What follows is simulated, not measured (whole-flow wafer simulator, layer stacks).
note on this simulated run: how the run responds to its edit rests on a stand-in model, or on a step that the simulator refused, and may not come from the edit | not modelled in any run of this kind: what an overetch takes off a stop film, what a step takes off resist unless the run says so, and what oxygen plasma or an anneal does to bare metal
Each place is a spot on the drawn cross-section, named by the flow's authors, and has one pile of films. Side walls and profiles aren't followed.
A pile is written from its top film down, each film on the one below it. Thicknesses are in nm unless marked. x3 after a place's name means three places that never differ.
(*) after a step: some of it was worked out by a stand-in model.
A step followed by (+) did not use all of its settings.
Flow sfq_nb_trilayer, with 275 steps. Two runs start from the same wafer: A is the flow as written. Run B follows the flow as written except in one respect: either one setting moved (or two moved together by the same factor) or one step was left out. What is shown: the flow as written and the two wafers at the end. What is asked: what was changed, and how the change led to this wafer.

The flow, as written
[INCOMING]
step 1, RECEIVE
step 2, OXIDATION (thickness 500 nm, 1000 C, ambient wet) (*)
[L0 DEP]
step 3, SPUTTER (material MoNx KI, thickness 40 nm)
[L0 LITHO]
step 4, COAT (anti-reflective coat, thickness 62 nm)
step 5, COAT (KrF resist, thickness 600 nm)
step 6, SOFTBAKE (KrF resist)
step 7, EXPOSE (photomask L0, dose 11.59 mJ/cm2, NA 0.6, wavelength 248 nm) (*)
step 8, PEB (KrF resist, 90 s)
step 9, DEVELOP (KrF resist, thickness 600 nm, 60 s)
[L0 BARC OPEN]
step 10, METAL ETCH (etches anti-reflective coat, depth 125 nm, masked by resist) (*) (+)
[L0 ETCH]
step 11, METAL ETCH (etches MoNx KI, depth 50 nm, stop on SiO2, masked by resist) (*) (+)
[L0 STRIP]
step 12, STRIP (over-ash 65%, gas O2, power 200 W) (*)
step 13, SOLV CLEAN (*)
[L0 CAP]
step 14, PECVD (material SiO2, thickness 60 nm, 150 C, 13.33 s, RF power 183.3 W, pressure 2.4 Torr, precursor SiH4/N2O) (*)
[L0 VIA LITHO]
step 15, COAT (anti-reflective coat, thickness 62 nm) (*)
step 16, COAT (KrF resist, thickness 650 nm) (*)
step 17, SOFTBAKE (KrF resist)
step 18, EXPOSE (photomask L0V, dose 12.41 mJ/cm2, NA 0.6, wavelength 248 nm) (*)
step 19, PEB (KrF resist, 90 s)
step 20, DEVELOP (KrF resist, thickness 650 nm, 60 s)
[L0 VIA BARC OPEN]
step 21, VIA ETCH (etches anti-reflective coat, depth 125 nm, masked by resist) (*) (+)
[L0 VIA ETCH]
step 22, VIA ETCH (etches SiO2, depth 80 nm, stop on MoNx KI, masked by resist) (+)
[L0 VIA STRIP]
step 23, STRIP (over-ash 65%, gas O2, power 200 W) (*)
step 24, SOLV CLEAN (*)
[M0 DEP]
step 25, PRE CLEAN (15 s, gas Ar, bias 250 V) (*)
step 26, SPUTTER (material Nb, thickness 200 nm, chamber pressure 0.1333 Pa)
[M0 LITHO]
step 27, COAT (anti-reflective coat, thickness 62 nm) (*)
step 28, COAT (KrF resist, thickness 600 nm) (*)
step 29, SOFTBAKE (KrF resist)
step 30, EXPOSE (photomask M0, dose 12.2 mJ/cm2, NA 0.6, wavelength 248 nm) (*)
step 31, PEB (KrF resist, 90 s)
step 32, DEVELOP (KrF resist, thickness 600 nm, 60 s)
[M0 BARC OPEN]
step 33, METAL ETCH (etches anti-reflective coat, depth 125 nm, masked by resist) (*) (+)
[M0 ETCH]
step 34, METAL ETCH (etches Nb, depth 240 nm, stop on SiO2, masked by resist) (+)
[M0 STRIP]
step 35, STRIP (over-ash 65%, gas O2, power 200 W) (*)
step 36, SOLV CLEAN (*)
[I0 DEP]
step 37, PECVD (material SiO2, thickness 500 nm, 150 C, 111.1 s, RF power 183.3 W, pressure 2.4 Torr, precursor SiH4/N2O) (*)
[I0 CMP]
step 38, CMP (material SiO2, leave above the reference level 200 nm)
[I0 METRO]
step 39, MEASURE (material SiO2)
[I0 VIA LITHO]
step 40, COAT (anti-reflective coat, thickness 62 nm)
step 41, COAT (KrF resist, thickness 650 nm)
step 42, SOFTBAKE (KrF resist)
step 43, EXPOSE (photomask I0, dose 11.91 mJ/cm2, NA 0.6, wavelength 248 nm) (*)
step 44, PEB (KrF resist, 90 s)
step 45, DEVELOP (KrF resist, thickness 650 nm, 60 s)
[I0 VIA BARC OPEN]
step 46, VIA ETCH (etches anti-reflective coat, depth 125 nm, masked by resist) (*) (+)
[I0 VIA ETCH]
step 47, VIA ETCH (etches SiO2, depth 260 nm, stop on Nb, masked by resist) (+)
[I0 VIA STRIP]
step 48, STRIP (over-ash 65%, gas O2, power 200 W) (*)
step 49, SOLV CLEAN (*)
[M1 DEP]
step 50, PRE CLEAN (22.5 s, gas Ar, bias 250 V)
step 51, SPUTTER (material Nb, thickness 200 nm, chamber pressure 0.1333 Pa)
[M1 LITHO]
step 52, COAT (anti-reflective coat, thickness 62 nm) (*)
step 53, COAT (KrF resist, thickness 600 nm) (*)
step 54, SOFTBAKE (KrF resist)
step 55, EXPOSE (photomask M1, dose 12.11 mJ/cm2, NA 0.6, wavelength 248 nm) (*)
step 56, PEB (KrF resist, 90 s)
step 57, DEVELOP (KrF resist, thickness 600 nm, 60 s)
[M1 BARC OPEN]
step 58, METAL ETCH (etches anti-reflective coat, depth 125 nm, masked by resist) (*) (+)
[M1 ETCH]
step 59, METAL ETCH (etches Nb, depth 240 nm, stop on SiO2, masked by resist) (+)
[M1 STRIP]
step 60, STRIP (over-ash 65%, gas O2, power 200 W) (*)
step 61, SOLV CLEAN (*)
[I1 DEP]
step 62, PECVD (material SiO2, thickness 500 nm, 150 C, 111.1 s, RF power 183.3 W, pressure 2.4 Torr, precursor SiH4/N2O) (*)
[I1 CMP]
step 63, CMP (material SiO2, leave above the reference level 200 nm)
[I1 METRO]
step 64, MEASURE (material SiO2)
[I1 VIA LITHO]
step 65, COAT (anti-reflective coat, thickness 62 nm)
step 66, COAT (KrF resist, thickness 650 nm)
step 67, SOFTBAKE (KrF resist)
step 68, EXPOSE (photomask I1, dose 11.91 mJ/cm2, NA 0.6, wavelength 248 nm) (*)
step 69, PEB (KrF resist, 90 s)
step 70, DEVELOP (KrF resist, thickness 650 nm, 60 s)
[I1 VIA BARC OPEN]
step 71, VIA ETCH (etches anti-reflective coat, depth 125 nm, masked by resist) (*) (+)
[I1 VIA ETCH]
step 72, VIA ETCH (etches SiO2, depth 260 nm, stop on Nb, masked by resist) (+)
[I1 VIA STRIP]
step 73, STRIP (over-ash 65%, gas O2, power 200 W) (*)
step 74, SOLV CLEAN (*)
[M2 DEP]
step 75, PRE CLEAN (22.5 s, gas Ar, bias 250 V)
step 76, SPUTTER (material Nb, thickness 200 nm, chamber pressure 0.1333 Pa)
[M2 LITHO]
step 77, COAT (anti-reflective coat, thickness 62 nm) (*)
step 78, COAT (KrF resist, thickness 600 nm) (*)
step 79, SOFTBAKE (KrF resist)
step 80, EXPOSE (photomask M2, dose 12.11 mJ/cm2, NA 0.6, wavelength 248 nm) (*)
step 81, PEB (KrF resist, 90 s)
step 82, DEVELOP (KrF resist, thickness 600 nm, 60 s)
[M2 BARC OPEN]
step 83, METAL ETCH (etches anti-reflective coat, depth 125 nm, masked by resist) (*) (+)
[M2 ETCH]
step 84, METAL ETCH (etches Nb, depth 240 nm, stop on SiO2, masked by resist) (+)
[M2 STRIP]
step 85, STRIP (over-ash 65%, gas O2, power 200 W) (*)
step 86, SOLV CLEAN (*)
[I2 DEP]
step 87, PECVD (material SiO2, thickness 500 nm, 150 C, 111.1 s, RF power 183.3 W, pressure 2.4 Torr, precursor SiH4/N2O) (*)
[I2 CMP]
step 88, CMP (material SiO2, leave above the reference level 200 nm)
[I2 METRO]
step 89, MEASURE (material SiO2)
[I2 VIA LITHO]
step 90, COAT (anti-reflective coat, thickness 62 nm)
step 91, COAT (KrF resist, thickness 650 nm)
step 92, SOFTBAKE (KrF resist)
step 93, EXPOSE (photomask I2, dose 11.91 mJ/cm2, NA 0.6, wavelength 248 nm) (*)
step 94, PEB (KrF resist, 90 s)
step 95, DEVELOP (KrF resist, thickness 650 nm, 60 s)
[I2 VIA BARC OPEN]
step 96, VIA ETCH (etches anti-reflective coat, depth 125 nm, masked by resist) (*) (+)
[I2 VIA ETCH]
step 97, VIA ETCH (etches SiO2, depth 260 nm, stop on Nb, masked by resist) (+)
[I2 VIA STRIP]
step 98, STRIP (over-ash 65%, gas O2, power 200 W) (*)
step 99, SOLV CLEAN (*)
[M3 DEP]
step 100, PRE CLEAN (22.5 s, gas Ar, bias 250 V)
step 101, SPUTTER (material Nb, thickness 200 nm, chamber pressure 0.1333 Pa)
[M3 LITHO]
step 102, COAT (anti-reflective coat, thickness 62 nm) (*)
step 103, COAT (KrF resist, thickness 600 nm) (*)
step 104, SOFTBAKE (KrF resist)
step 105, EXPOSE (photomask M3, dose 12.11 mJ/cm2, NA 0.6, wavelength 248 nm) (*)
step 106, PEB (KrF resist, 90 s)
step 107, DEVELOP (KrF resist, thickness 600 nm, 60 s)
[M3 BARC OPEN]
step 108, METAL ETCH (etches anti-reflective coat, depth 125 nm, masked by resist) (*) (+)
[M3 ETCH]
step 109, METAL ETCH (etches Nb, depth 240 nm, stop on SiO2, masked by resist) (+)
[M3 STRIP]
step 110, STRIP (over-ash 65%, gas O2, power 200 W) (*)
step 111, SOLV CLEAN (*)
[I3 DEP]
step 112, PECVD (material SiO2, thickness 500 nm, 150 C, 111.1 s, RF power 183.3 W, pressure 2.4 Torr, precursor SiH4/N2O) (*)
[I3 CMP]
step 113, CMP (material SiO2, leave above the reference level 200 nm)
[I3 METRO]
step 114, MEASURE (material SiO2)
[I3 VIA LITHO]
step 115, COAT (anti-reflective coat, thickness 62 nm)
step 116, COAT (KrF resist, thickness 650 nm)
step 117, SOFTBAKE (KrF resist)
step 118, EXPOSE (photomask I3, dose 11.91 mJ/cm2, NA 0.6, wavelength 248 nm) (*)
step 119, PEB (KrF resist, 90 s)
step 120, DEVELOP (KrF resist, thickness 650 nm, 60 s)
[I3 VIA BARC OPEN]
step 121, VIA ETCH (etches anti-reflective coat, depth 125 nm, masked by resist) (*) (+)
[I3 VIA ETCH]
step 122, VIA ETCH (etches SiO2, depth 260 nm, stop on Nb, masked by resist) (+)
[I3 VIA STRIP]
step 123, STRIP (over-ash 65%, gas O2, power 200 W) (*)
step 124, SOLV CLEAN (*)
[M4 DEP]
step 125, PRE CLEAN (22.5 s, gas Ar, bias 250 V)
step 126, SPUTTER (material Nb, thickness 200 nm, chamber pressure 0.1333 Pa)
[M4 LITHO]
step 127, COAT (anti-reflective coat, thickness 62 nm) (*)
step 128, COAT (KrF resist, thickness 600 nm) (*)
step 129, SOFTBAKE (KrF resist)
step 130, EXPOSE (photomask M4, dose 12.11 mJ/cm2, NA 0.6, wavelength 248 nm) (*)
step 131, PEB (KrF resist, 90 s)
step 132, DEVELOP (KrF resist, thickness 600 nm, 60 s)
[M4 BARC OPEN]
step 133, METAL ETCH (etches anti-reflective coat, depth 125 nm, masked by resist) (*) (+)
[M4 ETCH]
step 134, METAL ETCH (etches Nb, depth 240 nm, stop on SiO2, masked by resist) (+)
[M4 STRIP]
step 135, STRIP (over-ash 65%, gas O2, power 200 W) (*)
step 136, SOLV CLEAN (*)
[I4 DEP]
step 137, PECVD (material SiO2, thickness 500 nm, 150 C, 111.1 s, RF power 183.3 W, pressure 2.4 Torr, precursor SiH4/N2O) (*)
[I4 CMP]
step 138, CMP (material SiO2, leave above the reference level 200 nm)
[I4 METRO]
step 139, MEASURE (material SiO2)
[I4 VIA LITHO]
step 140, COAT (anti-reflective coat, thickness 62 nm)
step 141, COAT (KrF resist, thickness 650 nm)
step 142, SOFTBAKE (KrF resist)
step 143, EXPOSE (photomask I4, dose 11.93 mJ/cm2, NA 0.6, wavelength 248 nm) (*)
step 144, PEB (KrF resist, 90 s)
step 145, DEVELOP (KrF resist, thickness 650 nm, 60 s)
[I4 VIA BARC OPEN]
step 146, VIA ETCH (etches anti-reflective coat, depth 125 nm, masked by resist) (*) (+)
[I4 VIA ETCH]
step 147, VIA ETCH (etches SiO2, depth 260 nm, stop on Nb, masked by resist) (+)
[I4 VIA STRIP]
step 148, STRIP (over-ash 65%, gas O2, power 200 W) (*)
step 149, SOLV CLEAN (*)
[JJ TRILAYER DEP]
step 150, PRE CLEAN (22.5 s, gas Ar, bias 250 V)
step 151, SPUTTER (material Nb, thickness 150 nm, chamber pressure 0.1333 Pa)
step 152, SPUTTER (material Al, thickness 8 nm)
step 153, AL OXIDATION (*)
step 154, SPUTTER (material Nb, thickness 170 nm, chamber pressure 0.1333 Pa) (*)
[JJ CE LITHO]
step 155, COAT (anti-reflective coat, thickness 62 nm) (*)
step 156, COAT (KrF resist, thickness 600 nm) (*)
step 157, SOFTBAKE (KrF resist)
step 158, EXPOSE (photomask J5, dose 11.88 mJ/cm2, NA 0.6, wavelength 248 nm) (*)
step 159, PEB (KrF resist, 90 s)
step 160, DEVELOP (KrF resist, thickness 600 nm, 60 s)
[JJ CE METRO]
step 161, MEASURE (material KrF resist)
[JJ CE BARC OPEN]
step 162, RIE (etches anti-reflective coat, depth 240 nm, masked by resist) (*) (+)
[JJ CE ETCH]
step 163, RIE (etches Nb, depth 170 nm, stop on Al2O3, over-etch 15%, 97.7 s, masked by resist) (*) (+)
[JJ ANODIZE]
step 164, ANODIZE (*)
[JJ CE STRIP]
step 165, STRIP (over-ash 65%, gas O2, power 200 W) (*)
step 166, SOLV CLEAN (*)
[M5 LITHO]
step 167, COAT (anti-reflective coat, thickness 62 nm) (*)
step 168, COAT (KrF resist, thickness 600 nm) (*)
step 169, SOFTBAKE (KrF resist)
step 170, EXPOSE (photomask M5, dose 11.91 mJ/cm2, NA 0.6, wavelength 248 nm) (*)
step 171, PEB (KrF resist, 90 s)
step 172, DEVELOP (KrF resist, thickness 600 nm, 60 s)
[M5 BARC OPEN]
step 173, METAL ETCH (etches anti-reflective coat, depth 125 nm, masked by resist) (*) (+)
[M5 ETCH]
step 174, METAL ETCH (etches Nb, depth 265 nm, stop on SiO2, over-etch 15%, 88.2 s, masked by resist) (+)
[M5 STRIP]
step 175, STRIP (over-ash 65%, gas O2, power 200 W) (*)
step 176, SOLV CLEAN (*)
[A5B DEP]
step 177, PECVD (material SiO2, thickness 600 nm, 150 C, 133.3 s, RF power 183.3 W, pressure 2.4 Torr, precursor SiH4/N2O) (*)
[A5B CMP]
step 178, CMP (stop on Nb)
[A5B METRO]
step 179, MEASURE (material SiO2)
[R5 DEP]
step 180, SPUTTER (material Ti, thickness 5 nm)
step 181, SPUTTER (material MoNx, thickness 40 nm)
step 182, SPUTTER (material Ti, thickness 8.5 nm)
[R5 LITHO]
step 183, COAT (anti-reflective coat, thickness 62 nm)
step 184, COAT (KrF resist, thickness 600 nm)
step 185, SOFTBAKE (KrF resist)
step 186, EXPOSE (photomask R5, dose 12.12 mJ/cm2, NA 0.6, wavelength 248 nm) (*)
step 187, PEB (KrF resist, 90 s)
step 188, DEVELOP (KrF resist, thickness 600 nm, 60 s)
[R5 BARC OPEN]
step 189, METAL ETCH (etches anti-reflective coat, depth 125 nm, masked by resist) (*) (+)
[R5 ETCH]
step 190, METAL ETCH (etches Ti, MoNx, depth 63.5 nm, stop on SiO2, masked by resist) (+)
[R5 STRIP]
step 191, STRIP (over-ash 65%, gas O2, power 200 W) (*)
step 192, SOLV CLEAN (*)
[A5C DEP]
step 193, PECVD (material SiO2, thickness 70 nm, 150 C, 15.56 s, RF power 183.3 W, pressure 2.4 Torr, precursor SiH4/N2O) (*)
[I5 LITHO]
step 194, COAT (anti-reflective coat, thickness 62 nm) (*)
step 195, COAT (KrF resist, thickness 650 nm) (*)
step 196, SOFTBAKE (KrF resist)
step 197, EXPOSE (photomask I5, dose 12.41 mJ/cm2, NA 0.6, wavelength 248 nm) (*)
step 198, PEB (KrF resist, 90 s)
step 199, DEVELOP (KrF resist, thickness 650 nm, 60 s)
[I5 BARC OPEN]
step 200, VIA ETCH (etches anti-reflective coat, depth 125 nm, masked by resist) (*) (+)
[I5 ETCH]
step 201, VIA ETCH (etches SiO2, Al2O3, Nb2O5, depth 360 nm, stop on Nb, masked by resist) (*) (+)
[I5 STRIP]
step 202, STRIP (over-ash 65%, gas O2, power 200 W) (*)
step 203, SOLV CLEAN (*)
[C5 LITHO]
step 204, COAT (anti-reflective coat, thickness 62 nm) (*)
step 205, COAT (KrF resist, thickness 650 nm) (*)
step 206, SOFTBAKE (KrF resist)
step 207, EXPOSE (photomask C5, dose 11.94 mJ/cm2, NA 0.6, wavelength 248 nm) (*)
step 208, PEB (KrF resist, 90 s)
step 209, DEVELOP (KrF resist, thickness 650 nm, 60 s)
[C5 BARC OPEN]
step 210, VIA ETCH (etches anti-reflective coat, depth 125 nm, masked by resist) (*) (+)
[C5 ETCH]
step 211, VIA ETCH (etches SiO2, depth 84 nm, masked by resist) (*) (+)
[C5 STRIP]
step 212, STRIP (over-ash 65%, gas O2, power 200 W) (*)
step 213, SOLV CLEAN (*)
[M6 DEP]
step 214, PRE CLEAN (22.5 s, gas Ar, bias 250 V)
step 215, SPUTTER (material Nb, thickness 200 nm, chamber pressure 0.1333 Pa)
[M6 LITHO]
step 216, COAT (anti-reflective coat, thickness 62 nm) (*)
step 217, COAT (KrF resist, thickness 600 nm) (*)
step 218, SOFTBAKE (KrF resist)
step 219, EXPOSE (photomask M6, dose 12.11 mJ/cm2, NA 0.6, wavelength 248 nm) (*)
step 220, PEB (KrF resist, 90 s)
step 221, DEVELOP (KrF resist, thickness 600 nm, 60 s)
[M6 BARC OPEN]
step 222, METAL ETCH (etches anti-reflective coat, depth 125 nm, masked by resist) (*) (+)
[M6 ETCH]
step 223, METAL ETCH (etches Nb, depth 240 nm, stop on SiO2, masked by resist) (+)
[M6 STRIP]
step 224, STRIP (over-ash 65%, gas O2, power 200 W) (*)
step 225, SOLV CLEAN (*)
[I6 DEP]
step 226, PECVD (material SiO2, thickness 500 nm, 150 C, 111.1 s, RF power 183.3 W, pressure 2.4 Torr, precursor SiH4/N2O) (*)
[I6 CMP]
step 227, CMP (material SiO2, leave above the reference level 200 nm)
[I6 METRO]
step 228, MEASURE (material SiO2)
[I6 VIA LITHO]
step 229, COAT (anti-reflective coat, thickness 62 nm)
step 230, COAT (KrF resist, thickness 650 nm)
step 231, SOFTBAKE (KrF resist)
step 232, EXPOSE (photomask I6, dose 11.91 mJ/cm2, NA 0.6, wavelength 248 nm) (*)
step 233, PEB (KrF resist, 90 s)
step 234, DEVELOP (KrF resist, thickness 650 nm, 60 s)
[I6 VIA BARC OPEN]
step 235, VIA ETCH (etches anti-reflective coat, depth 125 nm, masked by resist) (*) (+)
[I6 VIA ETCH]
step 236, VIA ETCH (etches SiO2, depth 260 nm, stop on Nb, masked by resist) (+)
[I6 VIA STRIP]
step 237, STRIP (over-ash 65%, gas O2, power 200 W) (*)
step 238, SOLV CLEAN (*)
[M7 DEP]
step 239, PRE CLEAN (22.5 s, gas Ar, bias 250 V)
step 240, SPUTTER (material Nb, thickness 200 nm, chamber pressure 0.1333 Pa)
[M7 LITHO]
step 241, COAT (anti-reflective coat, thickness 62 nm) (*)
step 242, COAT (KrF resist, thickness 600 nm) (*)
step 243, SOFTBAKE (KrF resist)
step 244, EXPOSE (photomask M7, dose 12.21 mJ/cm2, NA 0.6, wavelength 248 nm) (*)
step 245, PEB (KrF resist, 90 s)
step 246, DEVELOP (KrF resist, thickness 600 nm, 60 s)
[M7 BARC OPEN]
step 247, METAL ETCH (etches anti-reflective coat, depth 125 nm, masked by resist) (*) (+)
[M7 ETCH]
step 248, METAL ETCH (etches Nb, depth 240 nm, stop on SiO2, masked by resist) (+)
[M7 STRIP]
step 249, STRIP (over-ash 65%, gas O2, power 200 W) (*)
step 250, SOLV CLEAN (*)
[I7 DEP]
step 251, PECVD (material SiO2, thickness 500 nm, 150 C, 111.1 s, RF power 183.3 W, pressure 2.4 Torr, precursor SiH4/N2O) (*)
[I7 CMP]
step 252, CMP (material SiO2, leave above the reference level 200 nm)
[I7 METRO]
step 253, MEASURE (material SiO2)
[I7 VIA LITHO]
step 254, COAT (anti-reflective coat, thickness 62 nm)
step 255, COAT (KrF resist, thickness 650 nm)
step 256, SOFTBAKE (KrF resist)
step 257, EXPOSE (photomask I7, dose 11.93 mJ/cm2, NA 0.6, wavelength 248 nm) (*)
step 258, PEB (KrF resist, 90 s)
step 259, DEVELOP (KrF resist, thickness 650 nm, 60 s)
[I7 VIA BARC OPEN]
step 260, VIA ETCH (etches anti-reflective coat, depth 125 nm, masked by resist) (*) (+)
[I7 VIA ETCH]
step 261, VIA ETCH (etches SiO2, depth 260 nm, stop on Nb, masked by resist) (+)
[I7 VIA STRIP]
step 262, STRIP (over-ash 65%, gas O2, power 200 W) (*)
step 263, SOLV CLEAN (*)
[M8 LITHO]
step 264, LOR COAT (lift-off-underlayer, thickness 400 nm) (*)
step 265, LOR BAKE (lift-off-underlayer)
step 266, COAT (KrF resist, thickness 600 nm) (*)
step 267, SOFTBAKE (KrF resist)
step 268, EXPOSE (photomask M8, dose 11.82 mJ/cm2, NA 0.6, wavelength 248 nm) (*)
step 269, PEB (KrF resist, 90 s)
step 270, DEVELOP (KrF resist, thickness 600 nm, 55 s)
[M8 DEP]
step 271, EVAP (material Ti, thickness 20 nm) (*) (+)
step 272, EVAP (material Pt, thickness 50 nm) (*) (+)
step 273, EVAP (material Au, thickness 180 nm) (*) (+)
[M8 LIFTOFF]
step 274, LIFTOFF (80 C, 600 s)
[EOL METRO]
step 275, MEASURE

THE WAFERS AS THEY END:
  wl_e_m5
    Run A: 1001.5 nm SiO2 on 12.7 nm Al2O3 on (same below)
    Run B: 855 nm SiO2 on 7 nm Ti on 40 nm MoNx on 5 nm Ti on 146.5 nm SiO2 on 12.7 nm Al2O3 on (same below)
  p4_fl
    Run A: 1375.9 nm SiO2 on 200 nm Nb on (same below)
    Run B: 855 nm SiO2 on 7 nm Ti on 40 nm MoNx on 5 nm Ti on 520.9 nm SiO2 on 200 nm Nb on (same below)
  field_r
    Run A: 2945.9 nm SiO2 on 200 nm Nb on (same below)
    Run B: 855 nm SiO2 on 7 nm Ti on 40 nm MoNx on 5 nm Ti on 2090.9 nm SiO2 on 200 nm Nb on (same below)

What caused this: step 189, METAL ETCH: etches anti-reflective coat, depth 125 nm, masked by resist (*) (+), was not run.

How this came from the change, step by step:
  step 190, METAL ETCH (etches Ti, MoNx, depth 63.5 nm, stop on SiO2, masked by resist) (+)
      field_l, v_sur, via_wl and 92 more: A -8.5 Ti (all of it), -40 MoNx (all of it), -5 Ti (all of it) | B -62 anti-reflective coat (all of it), -1.5 Ti
      ce_l, c5j, ce_r, wl_jj: A -8.5 Ti (all of it), -40 MoNx (all of it), -5 Ti (all of it), -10 Nb | B -62 anti-reflective coat (all of it), -1.5 Ti
  step 191, STRIP (over-ash 65%, gas O2, power 200 W) (*)
      be_r, r_sur, res, r_end, r5r_line_l, r5r_line_c, r5r_line_r: A -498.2 KrF resist (all of it), -62 anti-reflective coat (all of it) | B -549.8 KrF resist (all of it), -62 anti-reflective coat (all of it)
  step 193, PECVD (material SiO2, thickness 70 nm, 150 C, 15.56 s, RF power 183.3 W, pressure 2.4 Torr, precursor SiH4/N2O) (*)
      field_l, v_sur, via_wl and 92 more: A +70 SiO2 | B +70 SiO2 (new film)
  step 194, COAT (anti-reflective coat, thickness 62 nm) (*)
      wl_j_sl, wl_j_sr: A +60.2 anti-reflective coat (new film) | B +62 anti-reflective coat (new film)
      r5r_spacepad_l, r5r_spacepad_r: A +84.4 anti-reflective coat (new film) | B +62.6 anti-reflective coat (new film)
      (also at 14 further places)
  step 195, COAT (KrF resist, thickness 650 nm) (*)
      r5r_line_l, r5r_line_c, r5r_line_r: A +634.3 KrF resist (new film) | B +649.6 KrF resist (new film)
      be_r: A +626.3 KrF resist (new film) | B +649.4 KrF resist (new film)
      (also at 3 further places)
  step 201, VIA ETCH (etches SiO2, Al2O3, Nb2O5, depth 360 nm, stop on Nb, masked by resist) (*) (+)
      be: A -216.4 SiO2 (all of it), -12.7 Al2O3 (all of it), -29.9 Nb2O5 (all of it) | B -69.8 SiO2 (all of it), -7 Ti (all of it), -40 MoNx (all of it), -5 Ti (all of it), -146.5 SiO2 (all of it), -12.7 Al2O3 (all of it), -29.9 Nb2O5 (all of it)
  step 202, STRIP (over-ash 65%, gas O2, power 200 W) (*)
      wl_j_sl, wl_j_sr: A -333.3 KrF resist (all of it), -60.2 anti-reflective coat (all of it) | B -333.4 KrF resist (all of it), -62 anti-reflective coat (all of it)
      r5r_spacepad_l, r5r_spacepad_r: A -335.6 KrF resist (all of it), -84.4 anti-reflective coat (all of it) | B -333.5 KrF resist (all of it), -62.6 anti-reflective coat (all of it)
      (also at 14 further places)
  step 204, COAT (anti-reflective coat, thickness 62 nm) (*)
      wl_j_sl, wl_j_sr: A +60.2 anti-reflective coat (new film) | B +62 anti-reflective coat (new film)
      r5r_spacepad_l, r5r_spacepad_r: A +84.4 anti-reflective coat (new film) | B +62.6 anti-reflective coat (new film)
      (also at 17 further places)
  step 205, COAT (KrF resist, thickness 650 nm) (*)
      r5r_line_l, r5r_line_c, r5r_line_r: A +634.3 KrF resist (new film) | B +649.6 KrF resist (new film)
      be: A +815.3 KrF resist (new film) | B +851.8 KrF resist (new film)
      (also at 5 further places)
  step 209, DEVELOP (KrF resist, thickness 650 nm, 60 s)
      res: A -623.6 KrF resist (all of it) | B -646.7 KrF resist (all of it)
  step 210, VIA ETCH (etches anti-reflective coat, depth 125 nm, masked by resist) (*) (+)
      field_l, v_sur, via_wl and 101 more: A -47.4 KrF resist | B -50.7 KrF resist
      c5j: A -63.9 anti-reflective coat (all of it), -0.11 SiO2 | B -60.8 anti-reflective coat (all of it), -0.15 SiO2
      (also at 1 further place)
  step 211, VIA ETCH (etches SiO2, depth 84 nm, masked by resist) (*) (+)
      c5j: A -69.9 SiO2 (all of it), -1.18 Nb | B -69.8 SiO2 (all of it)
  step 212, STRIP (over-ash 65%, gas O2, power 200 W) (*)
      wl_j_sl, wl_j_sr: A -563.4 KrF resist (all of it), -60.2 anti-reflective coat (all of it) | B -560 KrF resist (all of it), -62 anti-reflective coat (all of it)
      r5r_spacepad_l, r5r_spacepad_r: A -565.8 KrF resist (all of it), -84.4 anti-reflective coat (all of it) | B -560 KrF resist (all of it), -62.6 anti-reflective coat (all of it)
      (also at 15 further places)
  step 214, PRE CLEAN (22.5 s, gas Ar, bias 250 V)
      c5j: A -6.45 Nb | B -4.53 Ti
  step 215, SPUTTER (material Nb, thickness 200 nm, chamber pressure 0.1333 Pa)
      c5j: A +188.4 Nb | B +189.6 Nb (new film)
      be: A +147.3 Nb | B +136 Nb
  step 216, COAT (anti-reflective coat, thickness 62 nm) (*)
      r5r_line_l, r5r_line_c, r5r_line_r: A +50 anti-reflective coat (new film) | B +61.5 anti-reflective coat (new film)
      wl_j_sl, wl_j_sr: A +60.2 anti-reflective coat (new film) | B +62 anti-reflective coat (new film)
      (also at 17 further places)
  ... another 24 steps ...
  step 274, LIFTOFF (80 C, 600 s)
      be: A -180 Au (all of it), -50 Pt (all of it), -20 Ti (all of it), -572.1 KrF resist (all of it), -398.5 lift-off-underlayer (all of it) | B -180 Au (all of it), -50 Pt (all of it), -20 Ti (all of it), -600.1 KrF resist (all of it), -635.1 lift-off-underlayer (all of it)
      be_sur: A -180 Au (all of it), -50 Pt (all of it), -20 Ti (all of it), -572.6 KrF resist (all of it), -398.9 lift-off-underlayer (all of it) | B -180 Au (all of it), -50 Pt (all of it), -20 Ti (all of it), -582.4 KrF resist (all of it), -377.1 lift-off-underlayer (all of it)
If metal films that touch count as one body, wl_e_m5 has 7 bodies (between them, from the top down: SiO2 146.5 / Al2O3 12.7 / Nb2O5 29.9; SiO2 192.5; SiO2 192.5; SiO2 192.5; SiO2 192.5; SiO2 192.5); the flow as written gives 6 bodies (between them, from the top down: SiO2 192.5; SiO2 192.5; SiO2 192.5; SiO2 192.5; SiO2 192.5).
If metal films that touch count as one body, p4_fl has 3 bodies (between them, from the top down: SiO2 520.9; SiO2 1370); the flow as written gives 2 bodies (between them, from the top down: SiO2 1370).
If metal films that touch count as one body, field_r has 2 bodies (between them, from the top down: SiO2 2090.9); the flow as written gives 1 body.
